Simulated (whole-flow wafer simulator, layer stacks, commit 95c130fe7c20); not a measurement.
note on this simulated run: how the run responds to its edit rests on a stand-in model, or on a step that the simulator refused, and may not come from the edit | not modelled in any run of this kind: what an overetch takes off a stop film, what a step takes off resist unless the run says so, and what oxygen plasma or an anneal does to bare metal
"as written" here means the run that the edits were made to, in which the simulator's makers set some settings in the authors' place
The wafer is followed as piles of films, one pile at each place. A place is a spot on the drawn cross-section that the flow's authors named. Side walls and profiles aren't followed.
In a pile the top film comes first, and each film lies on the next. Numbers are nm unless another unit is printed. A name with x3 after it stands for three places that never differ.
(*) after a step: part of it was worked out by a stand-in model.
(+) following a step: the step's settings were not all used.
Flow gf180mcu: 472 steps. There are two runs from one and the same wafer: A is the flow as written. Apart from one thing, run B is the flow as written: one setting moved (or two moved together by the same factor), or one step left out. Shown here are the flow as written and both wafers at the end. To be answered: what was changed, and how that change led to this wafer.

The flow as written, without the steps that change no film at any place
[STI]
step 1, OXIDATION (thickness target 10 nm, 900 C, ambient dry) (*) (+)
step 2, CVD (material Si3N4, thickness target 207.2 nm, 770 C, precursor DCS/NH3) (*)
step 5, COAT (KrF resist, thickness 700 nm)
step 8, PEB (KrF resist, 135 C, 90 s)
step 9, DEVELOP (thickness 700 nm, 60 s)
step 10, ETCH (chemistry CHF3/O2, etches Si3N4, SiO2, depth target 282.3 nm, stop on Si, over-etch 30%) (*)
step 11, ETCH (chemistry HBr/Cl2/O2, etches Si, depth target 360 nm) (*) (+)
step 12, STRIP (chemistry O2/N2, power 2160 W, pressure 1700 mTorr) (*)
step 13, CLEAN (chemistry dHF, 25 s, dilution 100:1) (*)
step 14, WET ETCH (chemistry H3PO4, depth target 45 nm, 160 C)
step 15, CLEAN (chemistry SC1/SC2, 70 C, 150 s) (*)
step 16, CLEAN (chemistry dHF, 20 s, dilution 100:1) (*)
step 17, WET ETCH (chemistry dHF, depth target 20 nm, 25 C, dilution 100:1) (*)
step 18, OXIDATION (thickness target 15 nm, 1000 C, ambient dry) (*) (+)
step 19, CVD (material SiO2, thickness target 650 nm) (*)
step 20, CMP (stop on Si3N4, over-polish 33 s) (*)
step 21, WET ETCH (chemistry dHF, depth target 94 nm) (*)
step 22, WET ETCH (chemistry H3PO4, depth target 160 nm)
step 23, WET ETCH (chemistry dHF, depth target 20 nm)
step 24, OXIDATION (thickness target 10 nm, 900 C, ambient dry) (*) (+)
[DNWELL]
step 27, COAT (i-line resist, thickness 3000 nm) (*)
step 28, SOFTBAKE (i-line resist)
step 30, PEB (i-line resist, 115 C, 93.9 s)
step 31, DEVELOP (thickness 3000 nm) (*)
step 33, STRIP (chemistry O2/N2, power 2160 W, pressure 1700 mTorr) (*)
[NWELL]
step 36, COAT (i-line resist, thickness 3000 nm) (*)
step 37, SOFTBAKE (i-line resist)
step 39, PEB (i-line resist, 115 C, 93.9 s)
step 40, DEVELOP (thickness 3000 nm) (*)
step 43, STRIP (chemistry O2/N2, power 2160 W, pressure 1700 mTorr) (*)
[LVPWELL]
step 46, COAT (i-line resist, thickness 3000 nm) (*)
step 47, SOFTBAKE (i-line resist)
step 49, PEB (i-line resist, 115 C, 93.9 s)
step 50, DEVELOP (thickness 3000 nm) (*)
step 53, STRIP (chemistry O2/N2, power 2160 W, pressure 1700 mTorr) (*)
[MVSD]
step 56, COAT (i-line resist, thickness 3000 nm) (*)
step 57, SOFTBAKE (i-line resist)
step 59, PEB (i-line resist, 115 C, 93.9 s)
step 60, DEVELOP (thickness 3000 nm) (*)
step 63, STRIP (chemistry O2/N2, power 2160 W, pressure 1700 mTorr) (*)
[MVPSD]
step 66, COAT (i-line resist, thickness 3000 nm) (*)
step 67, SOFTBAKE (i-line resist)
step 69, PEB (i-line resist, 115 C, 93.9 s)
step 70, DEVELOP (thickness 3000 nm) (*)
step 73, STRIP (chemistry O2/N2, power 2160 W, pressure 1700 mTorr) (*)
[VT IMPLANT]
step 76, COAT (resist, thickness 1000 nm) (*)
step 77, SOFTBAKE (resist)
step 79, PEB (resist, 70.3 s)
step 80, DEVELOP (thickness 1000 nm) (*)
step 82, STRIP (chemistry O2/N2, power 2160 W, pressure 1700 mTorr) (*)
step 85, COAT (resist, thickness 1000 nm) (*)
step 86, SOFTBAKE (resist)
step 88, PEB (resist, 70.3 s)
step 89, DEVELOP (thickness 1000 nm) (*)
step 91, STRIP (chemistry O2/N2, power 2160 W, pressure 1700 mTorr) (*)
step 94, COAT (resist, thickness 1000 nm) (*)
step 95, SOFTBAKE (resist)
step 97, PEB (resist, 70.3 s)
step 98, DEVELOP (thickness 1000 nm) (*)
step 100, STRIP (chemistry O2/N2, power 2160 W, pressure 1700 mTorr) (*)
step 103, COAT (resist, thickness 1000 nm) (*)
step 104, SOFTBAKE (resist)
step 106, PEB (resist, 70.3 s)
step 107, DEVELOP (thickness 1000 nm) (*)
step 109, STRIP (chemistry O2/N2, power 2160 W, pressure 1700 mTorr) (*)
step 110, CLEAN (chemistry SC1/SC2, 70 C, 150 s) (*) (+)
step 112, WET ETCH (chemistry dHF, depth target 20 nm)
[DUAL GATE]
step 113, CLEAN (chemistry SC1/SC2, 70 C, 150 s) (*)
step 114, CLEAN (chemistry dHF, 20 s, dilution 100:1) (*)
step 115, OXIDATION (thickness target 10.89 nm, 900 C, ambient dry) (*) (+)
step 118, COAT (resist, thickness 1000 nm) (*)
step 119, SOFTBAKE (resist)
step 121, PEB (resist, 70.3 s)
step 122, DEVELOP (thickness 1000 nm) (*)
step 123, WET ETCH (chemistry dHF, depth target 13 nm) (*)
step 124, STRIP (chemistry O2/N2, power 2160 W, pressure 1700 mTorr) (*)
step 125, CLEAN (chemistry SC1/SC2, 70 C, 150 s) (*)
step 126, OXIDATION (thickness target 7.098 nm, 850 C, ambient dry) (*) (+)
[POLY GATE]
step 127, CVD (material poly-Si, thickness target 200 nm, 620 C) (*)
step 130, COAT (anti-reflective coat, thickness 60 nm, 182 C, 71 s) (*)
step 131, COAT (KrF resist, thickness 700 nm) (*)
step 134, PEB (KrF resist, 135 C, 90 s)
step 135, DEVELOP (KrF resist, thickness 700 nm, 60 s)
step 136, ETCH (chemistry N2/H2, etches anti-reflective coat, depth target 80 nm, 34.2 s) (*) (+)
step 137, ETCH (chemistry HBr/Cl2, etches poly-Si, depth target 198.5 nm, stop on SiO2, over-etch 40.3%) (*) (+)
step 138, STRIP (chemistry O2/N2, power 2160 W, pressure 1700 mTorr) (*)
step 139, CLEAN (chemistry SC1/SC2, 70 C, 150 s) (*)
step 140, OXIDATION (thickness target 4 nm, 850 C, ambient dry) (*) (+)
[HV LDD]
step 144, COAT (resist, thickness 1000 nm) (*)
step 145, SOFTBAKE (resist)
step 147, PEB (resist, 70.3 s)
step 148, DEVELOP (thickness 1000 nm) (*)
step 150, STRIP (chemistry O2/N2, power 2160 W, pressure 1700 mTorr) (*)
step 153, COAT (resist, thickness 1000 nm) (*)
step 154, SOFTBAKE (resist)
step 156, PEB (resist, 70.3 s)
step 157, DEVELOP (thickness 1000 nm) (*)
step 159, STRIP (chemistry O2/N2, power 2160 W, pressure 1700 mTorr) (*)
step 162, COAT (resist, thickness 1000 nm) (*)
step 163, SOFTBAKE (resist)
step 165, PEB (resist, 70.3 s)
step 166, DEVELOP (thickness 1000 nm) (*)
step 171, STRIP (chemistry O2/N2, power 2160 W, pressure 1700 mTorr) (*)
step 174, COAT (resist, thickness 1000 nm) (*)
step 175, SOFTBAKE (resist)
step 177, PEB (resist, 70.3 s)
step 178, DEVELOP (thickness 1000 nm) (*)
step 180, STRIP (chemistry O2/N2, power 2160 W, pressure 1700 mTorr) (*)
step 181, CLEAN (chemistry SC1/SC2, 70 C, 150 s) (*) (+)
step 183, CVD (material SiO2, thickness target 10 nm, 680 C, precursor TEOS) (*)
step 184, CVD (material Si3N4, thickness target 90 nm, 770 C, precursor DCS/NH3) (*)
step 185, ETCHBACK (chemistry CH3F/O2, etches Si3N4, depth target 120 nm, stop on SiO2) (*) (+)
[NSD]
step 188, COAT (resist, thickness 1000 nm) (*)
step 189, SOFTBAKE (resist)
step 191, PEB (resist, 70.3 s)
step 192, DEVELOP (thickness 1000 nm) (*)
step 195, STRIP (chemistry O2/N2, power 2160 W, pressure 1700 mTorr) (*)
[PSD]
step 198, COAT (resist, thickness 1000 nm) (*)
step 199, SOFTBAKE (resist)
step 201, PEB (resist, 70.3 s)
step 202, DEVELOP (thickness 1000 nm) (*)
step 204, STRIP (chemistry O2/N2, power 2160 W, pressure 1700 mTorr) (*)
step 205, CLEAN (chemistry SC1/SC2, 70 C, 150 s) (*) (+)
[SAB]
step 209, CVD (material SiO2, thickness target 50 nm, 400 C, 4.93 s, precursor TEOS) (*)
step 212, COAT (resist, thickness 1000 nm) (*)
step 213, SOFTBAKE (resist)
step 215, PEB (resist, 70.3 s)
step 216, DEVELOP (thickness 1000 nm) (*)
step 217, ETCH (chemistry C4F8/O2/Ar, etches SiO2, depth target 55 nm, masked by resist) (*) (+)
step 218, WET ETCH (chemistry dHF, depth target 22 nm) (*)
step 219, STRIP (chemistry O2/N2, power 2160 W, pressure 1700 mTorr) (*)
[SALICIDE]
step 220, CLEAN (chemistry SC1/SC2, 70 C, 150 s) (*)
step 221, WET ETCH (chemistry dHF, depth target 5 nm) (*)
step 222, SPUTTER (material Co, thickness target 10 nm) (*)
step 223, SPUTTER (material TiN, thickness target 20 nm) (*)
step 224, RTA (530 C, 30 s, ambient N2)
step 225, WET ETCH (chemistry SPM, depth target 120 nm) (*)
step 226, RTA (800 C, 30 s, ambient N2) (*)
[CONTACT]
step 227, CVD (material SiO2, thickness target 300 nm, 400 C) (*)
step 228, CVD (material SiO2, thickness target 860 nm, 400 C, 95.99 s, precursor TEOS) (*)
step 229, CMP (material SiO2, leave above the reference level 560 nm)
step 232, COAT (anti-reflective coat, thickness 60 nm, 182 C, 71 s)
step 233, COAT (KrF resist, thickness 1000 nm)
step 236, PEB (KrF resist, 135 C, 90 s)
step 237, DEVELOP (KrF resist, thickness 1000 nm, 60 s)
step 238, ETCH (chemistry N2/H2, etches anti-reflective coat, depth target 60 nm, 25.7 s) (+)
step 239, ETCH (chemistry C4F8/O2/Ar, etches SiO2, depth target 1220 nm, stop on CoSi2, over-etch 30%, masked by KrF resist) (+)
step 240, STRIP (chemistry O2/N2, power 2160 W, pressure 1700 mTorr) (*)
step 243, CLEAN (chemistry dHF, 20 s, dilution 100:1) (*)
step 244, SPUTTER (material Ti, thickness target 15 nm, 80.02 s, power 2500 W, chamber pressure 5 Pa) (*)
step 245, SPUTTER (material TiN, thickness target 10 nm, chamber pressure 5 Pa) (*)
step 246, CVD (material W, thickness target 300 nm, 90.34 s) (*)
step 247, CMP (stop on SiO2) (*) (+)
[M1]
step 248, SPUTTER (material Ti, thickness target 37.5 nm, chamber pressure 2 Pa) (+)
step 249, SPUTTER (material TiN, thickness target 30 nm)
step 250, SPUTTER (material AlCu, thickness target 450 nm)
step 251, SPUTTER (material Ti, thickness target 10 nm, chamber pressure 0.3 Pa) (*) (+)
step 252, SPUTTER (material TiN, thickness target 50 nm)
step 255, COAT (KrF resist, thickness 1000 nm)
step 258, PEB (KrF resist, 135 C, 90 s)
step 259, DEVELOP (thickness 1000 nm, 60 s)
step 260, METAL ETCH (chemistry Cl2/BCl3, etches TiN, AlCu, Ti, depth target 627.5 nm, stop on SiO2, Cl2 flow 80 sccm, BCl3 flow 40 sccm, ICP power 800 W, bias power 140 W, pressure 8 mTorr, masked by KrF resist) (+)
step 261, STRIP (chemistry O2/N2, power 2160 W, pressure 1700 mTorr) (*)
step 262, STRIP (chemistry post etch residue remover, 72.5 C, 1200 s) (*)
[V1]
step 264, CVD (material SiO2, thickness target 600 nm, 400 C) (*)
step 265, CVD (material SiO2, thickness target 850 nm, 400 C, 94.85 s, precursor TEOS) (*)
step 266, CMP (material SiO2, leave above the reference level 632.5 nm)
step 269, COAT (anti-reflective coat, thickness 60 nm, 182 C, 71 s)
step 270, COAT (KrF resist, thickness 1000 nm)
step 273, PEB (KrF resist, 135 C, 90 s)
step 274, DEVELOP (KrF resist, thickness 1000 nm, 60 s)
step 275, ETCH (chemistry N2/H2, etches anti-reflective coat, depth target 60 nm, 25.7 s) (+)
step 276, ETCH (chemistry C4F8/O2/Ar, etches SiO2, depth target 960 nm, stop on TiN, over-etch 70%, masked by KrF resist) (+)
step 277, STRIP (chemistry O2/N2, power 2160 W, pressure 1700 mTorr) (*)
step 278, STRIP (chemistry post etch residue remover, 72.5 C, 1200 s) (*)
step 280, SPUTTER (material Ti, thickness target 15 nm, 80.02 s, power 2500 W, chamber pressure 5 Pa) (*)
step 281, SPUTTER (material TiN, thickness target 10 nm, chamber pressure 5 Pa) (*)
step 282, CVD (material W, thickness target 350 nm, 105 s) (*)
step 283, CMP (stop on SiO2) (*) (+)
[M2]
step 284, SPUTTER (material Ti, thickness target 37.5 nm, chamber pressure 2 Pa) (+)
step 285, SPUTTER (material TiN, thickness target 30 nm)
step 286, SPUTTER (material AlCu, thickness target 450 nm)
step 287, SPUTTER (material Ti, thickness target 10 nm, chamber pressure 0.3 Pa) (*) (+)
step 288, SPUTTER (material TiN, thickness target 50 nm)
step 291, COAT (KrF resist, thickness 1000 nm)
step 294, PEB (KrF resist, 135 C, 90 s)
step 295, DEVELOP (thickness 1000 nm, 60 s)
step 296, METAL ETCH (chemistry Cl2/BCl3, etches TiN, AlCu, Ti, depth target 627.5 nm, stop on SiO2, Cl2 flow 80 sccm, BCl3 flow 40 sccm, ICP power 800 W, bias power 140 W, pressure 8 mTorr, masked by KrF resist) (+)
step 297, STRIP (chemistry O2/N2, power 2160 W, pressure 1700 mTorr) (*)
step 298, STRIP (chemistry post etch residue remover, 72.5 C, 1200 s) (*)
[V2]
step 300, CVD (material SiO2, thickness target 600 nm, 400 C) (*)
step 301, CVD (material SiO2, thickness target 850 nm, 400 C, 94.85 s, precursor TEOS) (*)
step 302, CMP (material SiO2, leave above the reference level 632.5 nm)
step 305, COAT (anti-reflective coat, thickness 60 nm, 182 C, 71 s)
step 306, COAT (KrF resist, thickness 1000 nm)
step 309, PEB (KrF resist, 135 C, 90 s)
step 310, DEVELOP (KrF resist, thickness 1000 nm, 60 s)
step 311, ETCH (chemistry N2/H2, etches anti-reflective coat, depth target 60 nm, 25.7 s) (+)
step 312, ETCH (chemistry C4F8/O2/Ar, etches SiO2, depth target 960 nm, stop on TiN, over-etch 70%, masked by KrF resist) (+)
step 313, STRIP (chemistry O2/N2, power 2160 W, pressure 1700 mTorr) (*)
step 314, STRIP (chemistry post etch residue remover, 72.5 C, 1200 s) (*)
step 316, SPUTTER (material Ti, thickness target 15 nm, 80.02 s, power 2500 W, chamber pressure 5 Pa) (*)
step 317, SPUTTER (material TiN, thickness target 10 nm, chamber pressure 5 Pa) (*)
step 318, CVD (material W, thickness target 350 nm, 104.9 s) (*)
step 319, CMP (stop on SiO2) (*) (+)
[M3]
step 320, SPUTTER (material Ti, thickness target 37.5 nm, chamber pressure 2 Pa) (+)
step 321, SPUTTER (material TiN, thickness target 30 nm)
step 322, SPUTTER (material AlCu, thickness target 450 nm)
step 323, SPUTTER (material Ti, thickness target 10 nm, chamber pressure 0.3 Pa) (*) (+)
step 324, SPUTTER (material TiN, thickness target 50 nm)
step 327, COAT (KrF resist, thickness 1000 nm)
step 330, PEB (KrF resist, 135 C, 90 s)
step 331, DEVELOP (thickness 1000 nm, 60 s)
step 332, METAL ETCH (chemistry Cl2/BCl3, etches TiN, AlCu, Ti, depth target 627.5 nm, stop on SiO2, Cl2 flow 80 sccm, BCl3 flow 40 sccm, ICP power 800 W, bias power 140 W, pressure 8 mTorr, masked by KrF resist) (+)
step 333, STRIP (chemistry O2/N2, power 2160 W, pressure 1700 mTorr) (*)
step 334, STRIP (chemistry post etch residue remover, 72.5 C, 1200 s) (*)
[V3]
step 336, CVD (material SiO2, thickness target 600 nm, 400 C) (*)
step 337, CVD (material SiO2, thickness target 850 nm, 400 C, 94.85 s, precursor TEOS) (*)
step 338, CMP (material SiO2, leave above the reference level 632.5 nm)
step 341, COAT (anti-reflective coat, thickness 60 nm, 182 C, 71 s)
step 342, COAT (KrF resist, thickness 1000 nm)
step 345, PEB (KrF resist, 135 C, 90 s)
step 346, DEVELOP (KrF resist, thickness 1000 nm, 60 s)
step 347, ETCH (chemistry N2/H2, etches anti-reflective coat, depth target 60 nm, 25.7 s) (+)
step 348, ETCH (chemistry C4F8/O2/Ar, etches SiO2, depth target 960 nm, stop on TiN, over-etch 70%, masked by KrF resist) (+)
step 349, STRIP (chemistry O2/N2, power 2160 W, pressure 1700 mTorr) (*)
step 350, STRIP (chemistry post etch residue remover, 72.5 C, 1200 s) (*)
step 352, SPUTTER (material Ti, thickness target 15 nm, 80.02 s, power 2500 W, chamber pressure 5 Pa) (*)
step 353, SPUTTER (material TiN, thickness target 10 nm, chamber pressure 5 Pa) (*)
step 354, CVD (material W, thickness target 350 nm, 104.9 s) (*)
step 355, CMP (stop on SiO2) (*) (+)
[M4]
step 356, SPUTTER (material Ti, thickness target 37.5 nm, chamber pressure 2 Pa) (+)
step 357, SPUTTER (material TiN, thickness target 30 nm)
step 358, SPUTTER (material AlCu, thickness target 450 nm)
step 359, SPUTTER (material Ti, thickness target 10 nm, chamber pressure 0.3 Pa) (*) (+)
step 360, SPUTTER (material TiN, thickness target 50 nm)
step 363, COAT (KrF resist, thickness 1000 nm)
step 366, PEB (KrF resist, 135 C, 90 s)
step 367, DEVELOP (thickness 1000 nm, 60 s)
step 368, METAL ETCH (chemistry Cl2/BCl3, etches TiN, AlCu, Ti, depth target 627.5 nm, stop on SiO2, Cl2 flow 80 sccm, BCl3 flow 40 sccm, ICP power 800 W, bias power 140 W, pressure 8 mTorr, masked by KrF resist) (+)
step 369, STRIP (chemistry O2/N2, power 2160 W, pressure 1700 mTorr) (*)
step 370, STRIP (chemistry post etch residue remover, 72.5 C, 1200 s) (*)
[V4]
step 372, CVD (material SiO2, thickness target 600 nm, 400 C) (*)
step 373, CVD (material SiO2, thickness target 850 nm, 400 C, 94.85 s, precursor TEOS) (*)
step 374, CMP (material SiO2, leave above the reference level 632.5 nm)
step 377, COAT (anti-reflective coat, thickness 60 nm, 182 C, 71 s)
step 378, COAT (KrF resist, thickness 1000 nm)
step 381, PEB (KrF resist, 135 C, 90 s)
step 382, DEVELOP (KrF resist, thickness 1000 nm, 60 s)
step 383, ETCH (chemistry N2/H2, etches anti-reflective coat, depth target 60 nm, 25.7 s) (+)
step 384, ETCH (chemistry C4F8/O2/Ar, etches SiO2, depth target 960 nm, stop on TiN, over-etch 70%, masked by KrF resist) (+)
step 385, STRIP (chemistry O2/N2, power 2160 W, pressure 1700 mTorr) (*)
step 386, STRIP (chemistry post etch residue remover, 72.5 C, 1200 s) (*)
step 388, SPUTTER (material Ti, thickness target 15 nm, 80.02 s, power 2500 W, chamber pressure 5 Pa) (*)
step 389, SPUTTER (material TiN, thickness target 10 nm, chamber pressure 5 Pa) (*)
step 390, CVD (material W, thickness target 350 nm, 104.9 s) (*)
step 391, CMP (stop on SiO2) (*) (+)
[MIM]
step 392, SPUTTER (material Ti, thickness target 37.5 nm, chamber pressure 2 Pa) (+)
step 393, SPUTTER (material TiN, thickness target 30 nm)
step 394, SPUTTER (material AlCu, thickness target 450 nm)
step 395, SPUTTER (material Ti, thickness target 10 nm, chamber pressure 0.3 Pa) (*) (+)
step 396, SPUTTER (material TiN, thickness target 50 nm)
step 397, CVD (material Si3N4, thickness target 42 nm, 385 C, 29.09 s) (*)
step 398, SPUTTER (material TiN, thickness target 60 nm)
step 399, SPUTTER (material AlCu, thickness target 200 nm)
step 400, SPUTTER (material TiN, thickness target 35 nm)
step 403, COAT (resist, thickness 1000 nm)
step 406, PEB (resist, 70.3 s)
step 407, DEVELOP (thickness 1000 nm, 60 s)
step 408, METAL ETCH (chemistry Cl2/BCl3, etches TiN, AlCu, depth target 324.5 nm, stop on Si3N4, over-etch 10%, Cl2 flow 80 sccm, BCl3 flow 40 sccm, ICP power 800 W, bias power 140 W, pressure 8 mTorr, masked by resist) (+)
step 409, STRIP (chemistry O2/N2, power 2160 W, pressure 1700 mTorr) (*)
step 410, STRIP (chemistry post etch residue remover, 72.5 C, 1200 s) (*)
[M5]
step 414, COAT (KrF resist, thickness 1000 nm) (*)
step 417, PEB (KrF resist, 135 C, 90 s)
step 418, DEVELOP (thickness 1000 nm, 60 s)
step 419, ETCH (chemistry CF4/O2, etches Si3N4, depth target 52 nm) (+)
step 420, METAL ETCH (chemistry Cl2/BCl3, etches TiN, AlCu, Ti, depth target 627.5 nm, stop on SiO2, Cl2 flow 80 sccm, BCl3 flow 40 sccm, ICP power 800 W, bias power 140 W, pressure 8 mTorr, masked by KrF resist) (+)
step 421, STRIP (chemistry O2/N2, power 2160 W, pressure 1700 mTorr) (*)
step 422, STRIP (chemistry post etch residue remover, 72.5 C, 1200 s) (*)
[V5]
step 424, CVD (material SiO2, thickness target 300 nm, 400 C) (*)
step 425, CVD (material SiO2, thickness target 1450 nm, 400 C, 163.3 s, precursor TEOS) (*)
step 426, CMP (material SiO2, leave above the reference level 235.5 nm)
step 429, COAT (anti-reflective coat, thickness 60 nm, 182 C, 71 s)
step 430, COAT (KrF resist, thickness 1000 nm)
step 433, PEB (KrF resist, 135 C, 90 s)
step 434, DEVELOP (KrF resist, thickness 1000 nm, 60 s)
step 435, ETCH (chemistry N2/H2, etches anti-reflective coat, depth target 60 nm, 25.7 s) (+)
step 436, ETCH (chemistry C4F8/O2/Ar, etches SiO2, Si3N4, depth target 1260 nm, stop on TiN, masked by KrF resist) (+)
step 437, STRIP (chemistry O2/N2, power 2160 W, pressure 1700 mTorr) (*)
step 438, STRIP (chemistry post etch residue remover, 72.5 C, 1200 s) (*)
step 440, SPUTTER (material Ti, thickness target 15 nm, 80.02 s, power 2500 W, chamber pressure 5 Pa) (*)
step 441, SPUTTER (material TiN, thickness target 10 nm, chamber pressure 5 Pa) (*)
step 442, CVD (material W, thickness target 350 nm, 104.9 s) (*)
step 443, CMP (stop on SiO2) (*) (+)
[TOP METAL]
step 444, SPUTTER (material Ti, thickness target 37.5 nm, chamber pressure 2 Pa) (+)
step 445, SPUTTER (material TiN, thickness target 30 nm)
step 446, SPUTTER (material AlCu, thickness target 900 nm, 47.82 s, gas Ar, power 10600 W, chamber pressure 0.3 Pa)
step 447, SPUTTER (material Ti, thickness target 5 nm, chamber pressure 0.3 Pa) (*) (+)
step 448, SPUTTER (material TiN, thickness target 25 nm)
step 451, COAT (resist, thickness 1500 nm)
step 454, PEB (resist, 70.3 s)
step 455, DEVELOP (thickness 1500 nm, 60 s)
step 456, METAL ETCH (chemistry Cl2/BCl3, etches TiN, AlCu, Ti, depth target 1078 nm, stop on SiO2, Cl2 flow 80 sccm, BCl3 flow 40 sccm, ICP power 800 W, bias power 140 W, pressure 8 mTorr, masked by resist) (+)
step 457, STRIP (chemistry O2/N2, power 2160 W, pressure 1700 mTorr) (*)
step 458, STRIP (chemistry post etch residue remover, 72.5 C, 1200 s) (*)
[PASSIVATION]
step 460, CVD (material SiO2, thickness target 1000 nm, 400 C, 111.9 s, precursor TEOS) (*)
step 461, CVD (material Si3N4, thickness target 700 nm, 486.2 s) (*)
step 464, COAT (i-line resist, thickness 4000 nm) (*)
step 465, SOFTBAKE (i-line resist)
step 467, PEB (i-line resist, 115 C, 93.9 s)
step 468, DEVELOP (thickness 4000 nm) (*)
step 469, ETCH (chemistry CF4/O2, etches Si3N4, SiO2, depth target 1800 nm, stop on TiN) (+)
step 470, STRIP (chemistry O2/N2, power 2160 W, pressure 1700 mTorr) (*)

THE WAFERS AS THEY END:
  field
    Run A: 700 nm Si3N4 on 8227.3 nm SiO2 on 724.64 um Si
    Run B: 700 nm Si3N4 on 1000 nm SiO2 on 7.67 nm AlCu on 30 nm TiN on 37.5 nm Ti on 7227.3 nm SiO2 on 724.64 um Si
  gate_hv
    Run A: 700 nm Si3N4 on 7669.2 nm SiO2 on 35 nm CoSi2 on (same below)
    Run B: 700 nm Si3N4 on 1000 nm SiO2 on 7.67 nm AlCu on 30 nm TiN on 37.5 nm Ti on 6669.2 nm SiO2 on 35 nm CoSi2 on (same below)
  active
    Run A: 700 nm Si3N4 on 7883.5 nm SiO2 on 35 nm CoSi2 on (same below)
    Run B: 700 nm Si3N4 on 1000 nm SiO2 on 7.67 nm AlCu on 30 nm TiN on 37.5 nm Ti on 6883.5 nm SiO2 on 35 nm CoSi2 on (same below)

The reason: step 446, SPUTTER: 56.19 s was run, whereas the flow has 47.82 s.

The path from the change to this, step by step:
  step 446, SPUTTER (material AlCu, thickness target 900 nm, 47.82 s, gas Ar, power 10600 W, chamber pressure 0.3 Pa)
      field, field__w1, field__w2 and 109 more: A AlCu gains 900 (new film) | B AlCu gains 1060.9 (new film)
  step 456, METAL ETCH (chemistry Cl2/BCl3, etches TiN, AlCu, Ti, depth target 1078 nm, stop on SiO2, Cl2 flow 80 sccm, BCl3 flow 40 sccm, ICP power 800 W, bias power 140 W, pressure 8 mTorr, masked by resist) (+)
      field, field__w1, field__w2 and 103 more: A TiN loses 25 (all of it), Ti loses 5 (all of it), AlCu loses 900 (all of it), TiN loses 30 (all of it), Ti loses 37.5 (all of it) | B TiN loses 25 (all of it), Ti loses 5 (all of it), AlCu loses 1047.5
  step 458, STRIP (chemistry post etch residue remover, 72.5 C, 1200 s) (*)
      field, field__w1, field__w2 and 103 more: A nothing | B AlCu loses 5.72
  step 460, CVD (material SiO2, thickness target 1000 nm, 400 C, 111.9 s, precursor TEOS) (*)
      field, field__w1, field__w2 and 103 more: A SiO2 gains 1000 | B SiO2 gains 1000 (new film)
  step 464, COAT (i-line resist, thickness 4000 nm) (*)
      field__w8: A i-line resist gains 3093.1 (new film) | B i-line resist gains 3018.1 (new film)
      contact: A i-line resist gains 3153.6 (new film) | B i-line resist gains 3059.2 (new film)
      (and at 4 other places as well)
  step 465, SOFTBAKE (i-line resist)
      ld_acc_p, ld_fp_p, ld_drift_p: A i-line resist gains 33.8 | B i-line resist gains 30.6
      field__w1: A i-line resist loses 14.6 | B i-line resist loses 16
      (and at 56 other places as well)
  step 467, PEB (i-line resist, 115 C, 93.9 s)
      field__w8, m1__w1: A i-line resist loses 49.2 | B i-line resist loses 47.6
      contact, m1: A i-line resist loses 49.6 | B i-line resist loses 47.9
      (and at 2 other places as well)
  step 468, DEVELOP (thickness 4000 nm) (*)
      pad: A i-line resist loses 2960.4 (all of it) | B i-line resist loses 2875.7 (all of it)
  step 470, STRIP (chemistry O2/N2, power 2160 W, pressure 1700 mTorr) (*)
      field__w8: A i-line resist loses 1775.9 (all of it) | B i-line resist loses 1694 (all of it)
      contact: A i-line resist loses 1798.3 (all of it) | B i-line resist loses 1709.2 (all of it)
      (and at 3 other places as well)
If metal films that touch count as one body, field has 1 body; the flow as written gives 0 bodies.
If metal films that touch count as one body, gate_hv has 2 bodies (between them, from the top down: SiO2 6669.2); the flow as written gives 1 body.
If metal films that touch count as one body, active has 2 bodies (between them, from the top down: SiO2 6883.5); the flow as written gives 1 body.
